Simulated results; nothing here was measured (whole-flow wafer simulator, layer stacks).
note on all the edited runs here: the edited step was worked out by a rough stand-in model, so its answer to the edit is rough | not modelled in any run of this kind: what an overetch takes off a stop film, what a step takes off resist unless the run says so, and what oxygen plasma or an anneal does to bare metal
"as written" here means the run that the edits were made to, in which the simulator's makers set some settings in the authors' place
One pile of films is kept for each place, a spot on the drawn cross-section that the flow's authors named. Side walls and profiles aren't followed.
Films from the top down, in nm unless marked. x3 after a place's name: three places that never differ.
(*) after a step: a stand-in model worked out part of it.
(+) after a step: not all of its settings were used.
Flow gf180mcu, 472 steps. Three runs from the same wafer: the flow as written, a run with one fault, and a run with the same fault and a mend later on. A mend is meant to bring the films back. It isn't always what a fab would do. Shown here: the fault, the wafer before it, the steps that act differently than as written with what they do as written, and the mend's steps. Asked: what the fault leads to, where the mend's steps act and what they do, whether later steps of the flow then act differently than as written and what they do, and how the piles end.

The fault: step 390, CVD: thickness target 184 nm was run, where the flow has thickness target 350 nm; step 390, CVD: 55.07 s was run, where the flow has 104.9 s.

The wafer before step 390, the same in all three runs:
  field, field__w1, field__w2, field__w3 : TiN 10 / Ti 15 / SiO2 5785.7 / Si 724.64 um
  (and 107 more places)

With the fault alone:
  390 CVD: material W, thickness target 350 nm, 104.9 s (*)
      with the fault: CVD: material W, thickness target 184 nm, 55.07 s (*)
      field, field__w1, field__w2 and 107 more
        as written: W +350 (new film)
        with the fault: W +185.2 (new film)
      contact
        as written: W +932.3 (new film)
        with the fault: W +767.5 (new film)
  Later steps of the flow that act differently than as written:
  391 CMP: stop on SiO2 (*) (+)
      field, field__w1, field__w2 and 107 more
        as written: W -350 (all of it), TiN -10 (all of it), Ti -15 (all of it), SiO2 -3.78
        with the fault: W -185.2 (all of it), TiN -10 (all of it), Ti -15 (all of it), SiO2 -2.12
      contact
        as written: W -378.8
        with the fault: W -212.3
  At the end the piles differ from the flow's only slightly at the places that both follow, by at most 2% or 0.5 nm, whichever is larger.

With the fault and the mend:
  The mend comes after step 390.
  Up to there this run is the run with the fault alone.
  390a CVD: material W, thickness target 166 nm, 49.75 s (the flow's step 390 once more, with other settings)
      field, field__w1, field__w2 and 108 more
        W +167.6
  No later step of the flow acts differently than as written, at any place that is followed, by more than 2% or 0.5 nm, whichever is larger.
  At the end the piles differ from the flow's only slightly at the places that both follow, by at most 2% or 0.5 nm, whichever is larger.
